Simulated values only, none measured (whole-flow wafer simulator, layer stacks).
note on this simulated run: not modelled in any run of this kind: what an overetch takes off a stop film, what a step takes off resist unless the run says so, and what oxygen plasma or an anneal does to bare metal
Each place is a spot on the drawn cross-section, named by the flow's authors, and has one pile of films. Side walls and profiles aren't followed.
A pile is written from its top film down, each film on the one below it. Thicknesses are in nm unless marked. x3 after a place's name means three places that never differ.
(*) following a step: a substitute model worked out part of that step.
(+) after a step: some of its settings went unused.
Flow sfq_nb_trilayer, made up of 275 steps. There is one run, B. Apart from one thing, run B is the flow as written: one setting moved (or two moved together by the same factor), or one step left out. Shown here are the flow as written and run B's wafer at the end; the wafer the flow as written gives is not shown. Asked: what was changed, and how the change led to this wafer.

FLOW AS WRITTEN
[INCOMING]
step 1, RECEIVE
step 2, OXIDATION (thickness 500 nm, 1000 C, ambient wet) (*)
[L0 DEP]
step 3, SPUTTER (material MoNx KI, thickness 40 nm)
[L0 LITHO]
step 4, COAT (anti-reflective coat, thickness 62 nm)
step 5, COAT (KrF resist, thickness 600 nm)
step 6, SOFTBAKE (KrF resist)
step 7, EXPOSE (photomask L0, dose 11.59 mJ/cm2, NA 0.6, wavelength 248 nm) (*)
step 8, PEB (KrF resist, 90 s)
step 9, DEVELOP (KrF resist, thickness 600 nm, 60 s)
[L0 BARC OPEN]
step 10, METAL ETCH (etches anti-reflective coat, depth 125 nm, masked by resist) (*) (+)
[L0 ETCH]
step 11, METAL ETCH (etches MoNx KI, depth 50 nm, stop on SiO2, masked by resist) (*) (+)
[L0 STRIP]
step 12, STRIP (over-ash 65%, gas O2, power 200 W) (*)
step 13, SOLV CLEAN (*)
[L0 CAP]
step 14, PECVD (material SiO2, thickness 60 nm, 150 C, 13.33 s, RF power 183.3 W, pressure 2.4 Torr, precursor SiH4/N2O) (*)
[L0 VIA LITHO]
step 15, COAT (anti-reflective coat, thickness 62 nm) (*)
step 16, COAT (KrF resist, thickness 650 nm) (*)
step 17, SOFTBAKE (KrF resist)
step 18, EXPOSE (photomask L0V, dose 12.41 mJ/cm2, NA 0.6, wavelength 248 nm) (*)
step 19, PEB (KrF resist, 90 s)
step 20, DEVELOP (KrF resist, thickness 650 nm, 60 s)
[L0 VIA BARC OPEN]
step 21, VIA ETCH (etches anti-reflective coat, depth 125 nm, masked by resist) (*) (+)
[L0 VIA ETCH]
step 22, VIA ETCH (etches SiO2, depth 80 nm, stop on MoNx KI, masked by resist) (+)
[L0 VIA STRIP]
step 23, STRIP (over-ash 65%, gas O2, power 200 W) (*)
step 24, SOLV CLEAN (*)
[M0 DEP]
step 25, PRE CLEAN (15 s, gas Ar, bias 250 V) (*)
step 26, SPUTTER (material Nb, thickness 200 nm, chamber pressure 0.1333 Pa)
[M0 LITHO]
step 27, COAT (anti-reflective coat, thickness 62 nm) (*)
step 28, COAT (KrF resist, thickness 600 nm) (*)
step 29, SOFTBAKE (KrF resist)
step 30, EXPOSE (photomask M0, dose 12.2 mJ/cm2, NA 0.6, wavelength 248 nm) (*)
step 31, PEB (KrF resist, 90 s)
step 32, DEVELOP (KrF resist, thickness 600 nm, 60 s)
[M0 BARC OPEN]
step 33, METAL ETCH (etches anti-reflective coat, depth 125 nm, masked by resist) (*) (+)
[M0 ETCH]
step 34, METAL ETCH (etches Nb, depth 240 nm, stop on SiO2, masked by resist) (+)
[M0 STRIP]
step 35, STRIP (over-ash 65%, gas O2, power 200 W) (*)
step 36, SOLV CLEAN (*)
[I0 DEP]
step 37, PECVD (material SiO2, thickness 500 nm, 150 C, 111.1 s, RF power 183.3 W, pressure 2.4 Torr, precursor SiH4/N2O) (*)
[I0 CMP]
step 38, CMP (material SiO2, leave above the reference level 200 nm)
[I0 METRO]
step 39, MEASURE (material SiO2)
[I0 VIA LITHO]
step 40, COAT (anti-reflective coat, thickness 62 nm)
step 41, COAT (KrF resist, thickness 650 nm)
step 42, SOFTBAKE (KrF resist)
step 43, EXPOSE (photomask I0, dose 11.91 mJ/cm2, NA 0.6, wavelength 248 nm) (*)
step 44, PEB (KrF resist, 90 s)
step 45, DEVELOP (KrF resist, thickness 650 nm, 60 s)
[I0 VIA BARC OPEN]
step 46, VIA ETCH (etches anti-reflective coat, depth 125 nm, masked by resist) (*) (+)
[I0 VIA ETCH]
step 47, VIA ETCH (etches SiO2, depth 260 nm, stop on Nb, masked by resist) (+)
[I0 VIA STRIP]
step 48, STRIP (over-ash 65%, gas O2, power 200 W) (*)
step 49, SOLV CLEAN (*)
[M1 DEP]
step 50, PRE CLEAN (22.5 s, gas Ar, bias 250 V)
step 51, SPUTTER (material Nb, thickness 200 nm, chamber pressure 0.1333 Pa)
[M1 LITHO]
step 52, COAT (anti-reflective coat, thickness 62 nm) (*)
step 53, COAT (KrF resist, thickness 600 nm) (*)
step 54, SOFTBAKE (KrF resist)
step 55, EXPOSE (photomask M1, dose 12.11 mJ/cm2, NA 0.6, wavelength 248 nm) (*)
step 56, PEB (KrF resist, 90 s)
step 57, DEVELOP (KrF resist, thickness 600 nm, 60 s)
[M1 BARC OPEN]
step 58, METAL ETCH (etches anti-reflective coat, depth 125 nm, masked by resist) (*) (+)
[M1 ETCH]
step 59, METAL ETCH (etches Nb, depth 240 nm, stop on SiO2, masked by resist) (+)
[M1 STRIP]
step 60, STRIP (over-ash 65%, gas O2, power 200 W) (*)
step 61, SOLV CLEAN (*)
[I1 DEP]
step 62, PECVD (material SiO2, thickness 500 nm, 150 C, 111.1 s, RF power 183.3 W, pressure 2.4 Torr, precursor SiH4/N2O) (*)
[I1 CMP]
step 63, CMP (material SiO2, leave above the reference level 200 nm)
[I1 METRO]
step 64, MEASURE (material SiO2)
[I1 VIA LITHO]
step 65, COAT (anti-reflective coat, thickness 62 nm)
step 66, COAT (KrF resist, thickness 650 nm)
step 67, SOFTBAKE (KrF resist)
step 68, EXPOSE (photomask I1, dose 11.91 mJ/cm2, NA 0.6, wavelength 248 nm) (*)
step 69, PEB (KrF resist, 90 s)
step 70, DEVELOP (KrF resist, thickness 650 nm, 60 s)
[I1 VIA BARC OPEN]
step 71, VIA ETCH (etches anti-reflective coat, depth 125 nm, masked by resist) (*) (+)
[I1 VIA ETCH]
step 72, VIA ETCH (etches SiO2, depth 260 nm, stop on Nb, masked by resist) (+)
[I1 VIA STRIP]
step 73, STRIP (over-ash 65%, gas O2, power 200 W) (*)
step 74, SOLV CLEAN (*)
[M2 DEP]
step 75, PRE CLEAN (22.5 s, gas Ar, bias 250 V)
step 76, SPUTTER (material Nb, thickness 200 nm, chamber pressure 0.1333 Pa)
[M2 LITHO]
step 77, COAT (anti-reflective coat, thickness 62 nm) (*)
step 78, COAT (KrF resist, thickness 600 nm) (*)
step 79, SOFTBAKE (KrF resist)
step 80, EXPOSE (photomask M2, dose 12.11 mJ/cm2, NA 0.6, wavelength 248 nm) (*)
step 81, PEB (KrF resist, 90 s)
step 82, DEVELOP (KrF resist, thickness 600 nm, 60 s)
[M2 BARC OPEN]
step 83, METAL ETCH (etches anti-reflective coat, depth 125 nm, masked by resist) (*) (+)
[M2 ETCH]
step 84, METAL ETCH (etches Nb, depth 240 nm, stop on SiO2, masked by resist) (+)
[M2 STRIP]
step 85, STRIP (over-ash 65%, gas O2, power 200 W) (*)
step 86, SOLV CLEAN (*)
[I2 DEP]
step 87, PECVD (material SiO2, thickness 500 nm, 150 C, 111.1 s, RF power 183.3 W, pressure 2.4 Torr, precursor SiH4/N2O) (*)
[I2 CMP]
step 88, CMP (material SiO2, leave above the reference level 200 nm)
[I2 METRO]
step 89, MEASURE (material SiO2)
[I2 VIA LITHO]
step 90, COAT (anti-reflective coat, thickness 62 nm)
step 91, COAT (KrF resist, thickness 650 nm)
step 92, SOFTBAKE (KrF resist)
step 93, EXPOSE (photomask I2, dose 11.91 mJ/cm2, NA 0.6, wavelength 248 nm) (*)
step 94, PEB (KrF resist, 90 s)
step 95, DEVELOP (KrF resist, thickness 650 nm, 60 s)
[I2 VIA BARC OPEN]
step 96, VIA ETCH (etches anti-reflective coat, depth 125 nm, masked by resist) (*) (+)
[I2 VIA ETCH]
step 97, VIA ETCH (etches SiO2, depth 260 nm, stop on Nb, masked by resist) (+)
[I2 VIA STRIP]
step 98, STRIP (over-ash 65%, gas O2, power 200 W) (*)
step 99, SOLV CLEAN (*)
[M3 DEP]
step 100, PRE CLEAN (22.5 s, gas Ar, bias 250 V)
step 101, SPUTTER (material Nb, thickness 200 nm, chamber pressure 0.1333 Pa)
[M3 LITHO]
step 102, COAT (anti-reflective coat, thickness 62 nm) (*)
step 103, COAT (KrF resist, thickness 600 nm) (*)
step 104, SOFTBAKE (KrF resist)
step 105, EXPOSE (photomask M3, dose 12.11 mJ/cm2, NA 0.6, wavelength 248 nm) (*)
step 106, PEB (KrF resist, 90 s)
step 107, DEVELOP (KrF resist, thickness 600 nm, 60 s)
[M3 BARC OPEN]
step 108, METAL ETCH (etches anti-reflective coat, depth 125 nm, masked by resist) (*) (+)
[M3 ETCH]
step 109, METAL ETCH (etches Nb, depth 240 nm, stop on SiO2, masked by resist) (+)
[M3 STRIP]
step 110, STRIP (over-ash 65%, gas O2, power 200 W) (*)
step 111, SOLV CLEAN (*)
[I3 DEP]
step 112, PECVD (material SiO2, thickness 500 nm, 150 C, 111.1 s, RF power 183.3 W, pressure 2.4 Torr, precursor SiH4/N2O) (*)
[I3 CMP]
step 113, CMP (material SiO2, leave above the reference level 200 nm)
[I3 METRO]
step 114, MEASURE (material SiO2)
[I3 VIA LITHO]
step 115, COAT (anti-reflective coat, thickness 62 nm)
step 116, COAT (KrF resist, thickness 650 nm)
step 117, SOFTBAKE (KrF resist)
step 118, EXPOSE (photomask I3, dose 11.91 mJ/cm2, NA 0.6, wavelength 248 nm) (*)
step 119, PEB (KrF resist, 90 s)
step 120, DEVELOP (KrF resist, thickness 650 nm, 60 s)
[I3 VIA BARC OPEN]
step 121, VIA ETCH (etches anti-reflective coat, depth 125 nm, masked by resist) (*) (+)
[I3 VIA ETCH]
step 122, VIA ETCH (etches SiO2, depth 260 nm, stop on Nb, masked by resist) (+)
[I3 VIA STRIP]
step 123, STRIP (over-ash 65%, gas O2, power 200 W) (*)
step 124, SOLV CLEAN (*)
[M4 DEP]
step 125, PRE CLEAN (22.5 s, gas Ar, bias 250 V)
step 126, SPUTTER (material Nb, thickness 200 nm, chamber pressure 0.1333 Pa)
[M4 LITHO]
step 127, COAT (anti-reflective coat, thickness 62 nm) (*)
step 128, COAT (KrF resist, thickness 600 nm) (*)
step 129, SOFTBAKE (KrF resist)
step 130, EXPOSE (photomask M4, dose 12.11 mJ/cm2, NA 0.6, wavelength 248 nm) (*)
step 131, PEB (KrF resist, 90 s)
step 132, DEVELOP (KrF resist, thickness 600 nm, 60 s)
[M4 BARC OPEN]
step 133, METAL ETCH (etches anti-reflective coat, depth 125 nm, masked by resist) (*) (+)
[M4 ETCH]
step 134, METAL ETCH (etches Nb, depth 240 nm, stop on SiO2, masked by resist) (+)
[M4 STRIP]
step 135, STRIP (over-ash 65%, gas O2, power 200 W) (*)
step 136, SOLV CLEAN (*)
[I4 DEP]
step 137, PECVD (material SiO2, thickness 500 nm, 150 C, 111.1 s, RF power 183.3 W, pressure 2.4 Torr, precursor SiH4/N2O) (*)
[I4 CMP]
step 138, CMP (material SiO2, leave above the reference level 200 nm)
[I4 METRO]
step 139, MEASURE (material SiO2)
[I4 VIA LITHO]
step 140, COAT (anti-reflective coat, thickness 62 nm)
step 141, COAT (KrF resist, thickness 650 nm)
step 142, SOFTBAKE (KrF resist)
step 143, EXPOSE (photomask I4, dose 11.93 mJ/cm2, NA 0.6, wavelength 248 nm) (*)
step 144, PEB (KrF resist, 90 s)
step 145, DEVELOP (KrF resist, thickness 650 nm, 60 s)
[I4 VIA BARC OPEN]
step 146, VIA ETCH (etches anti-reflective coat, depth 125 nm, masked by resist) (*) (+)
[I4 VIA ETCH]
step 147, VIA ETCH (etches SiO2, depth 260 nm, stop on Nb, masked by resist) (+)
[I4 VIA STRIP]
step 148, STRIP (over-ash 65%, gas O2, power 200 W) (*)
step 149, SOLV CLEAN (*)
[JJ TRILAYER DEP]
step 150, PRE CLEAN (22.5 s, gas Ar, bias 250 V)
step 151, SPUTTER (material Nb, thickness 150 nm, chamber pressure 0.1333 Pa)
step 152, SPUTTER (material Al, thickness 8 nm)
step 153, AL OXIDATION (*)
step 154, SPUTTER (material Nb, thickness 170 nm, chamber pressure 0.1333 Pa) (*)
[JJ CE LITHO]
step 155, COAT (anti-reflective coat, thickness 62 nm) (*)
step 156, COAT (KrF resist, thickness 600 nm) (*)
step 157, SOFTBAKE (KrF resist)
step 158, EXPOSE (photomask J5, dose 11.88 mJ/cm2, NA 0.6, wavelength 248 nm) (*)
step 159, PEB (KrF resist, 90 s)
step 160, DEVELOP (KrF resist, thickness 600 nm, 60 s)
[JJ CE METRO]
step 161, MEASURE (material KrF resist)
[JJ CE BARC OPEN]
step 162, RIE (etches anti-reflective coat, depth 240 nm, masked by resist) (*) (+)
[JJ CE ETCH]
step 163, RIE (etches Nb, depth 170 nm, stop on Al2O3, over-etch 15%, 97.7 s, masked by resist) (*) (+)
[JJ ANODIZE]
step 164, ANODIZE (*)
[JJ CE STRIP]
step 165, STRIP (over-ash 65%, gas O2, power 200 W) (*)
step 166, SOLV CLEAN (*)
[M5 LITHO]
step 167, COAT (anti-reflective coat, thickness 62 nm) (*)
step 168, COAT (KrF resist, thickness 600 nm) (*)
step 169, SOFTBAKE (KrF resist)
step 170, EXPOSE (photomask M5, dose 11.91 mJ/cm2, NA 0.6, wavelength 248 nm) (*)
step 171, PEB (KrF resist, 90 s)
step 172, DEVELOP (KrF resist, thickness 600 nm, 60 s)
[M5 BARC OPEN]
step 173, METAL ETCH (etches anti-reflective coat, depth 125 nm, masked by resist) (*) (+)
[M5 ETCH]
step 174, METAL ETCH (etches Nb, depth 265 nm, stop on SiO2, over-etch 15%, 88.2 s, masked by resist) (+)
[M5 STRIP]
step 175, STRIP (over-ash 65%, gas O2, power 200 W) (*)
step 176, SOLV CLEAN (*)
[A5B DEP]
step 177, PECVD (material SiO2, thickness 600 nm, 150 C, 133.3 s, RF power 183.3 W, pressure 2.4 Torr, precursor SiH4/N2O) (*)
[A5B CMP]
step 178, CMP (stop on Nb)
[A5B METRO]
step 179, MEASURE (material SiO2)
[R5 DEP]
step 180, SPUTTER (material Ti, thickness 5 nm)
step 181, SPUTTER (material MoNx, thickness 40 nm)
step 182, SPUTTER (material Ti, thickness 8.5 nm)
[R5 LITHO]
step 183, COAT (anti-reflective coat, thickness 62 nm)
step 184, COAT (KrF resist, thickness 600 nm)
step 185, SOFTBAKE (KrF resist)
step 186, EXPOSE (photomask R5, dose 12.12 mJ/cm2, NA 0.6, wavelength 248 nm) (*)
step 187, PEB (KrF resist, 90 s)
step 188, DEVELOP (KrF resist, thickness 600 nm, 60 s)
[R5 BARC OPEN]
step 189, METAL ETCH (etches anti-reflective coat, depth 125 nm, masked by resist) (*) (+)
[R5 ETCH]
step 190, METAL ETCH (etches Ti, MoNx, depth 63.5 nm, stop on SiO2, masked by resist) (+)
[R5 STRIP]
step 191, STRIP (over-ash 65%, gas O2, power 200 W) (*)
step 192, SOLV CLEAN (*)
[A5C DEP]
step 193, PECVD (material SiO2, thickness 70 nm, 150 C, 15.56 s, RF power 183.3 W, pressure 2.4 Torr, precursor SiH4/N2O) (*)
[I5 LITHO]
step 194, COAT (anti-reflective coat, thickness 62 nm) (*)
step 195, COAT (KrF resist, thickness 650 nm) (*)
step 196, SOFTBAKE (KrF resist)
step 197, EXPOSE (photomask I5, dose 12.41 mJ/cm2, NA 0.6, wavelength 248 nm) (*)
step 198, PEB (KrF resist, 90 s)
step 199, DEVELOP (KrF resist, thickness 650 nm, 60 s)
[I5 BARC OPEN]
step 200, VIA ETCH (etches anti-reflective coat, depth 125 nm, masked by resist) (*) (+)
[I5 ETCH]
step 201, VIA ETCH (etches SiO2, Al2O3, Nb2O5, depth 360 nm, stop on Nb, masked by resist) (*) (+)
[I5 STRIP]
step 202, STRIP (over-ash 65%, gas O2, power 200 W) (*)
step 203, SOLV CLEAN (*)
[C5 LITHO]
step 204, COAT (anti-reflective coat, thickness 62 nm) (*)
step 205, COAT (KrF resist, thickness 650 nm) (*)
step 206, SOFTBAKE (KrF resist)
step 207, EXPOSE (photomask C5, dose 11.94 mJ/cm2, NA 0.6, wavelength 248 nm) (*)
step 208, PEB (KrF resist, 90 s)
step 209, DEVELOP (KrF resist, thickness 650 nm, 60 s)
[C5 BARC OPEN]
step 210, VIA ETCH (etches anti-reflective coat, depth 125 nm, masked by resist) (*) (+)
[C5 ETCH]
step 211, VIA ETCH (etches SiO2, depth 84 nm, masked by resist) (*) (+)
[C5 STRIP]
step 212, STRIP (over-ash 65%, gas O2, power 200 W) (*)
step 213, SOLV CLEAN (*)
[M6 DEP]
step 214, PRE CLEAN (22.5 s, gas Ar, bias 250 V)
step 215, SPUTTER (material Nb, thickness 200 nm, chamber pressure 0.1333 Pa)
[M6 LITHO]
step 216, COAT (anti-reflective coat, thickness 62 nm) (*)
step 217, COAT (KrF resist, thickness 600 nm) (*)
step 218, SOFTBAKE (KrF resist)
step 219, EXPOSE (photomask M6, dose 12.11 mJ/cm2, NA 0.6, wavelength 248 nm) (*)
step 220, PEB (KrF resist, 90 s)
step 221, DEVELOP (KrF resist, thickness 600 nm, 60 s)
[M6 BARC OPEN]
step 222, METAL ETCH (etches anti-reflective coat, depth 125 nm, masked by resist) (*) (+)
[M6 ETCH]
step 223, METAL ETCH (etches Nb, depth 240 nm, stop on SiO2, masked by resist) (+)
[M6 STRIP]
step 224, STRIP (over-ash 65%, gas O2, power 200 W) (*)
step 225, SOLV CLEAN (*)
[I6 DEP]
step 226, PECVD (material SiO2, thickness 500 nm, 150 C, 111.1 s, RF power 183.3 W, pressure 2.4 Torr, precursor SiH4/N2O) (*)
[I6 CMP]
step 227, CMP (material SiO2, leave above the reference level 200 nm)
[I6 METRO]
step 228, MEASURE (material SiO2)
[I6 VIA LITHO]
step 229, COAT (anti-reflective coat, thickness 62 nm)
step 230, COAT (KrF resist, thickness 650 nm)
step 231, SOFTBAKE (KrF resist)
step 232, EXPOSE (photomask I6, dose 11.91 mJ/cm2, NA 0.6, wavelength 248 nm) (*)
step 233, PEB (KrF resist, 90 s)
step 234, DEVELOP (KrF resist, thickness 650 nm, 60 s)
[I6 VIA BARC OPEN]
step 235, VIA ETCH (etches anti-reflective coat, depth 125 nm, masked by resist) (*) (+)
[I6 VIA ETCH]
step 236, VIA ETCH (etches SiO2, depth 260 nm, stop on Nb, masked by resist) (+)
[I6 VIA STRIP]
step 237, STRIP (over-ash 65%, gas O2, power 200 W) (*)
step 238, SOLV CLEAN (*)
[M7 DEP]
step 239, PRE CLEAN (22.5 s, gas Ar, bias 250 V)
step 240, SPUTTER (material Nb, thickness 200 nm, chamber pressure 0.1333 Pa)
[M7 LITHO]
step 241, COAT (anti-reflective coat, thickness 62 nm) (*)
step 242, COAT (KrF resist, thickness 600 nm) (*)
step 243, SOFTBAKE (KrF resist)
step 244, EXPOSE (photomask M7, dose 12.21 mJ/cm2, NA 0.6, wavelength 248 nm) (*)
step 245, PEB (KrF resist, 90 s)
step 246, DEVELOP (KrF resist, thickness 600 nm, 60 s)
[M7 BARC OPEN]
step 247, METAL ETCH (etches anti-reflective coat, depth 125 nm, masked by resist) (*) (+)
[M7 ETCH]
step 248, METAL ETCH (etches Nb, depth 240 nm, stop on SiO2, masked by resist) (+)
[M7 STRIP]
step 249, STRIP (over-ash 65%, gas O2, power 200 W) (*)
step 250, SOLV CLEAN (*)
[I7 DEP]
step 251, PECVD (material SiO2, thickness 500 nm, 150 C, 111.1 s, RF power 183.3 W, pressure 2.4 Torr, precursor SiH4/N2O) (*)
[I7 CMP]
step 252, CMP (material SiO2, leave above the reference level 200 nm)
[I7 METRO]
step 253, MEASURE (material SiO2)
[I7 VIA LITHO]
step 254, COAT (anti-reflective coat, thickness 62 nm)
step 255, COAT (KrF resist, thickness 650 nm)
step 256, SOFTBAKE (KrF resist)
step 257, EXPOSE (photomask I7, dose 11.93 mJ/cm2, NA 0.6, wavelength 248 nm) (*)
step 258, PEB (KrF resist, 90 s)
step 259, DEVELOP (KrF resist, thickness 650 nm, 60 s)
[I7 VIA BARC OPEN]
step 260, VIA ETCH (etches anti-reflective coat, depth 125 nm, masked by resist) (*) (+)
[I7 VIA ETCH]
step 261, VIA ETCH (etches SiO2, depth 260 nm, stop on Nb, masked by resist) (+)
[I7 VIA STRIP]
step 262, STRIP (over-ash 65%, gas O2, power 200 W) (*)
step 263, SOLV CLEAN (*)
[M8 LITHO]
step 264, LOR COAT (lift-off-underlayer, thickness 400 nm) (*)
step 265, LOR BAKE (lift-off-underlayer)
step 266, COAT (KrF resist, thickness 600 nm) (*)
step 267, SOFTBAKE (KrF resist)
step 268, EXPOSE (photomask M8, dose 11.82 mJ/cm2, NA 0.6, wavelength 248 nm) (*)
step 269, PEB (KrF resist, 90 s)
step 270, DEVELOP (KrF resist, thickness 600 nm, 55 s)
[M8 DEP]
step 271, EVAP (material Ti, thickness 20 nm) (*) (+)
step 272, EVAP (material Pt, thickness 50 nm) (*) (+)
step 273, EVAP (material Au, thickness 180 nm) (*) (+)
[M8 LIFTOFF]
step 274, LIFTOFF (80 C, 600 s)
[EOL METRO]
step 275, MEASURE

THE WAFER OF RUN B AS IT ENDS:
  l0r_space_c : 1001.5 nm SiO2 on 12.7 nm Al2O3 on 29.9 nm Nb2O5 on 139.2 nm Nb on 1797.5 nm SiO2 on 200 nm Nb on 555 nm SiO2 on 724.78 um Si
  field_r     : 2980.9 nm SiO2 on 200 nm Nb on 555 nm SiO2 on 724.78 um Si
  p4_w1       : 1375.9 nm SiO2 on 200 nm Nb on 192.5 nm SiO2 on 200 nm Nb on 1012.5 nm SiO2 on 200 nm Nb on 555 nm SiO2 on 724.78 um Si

The reason: step 51, SPUTTER: thickness 235 nm was run, though the flow has thickness 200 nm.

Step by step, how the change led to this:
  step 51, SPUTTER (material Nb, thickness 200 nm, chamber pressure 0.1333 Pa)
      field_l, v_sur, via_wl and 102 more: +235 Nb (new film) (it would be, as written: +200 Nb (new film))
      via_w: +205.5 Nb (it would be, as written: +174.5 Nb)
  step 52, COAT (anti-reflective coat, thickness 62 nm) (*)
      via_wl: +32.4 anti-reflective coat (new film) (it would be, as written: +33.8 anti-reflective coat (new film))
      via_wr: +32.4 anti-reflective coat (new film) (it would be, as written: +34.9 anti-reflective coat (new film))
  step 59, METAL ETCH (etches Nb, depth 240 nm, stop on SiO2, masked by resist) (+)
      field_l, be, be_sur and 79 more: -235 Nb (all of it) (it would be, as written: -200 Nb (all of it))
  step 60, STRIP (over-ash 65%, gas O2, power 200 W) (*)
      via_wl: -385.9 KrF resist (all of it), -32.4 anti-reflective coat (all of it) (it would be, as written: -385.5 KrF resist (all of it), -33.8 anti-reflective coat (all of it))
      via_wr: -386 KrF resist (all of it), -32.4 anti-reflective coat (all of it) (it would be, as written: -384.4 KrF resist (all of it), -34.9 anti-reflective coat (all of it))
  step 62, PECVD (material SiO2, thickness 500 nm, 150 C, 111.1 s, RF power 183.3 W, pressure 2.4 Torr, precursor SiH4/N2O) (*)
      wl_d_sl, wl_d_sr: +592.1 SiO2 (it would be, as written: +557.1 SiO2)
      via_w: +585.6 SiO2 (new film) (it would be, as written: +606 SiO2 (new film))
  step 63, CMP (material SiO2, leave above the reference level 200 nm)
      field_l, be, be_sur and 72 more: -65 SiO2 (it would be, as written: -100 SiO2)
      lsp_m, ln_m6, lsp_r, l0_sur, l0v: -59 SiO2 (it would be, as written: -94.9 SiO2)
      (as well as at 1 more place)
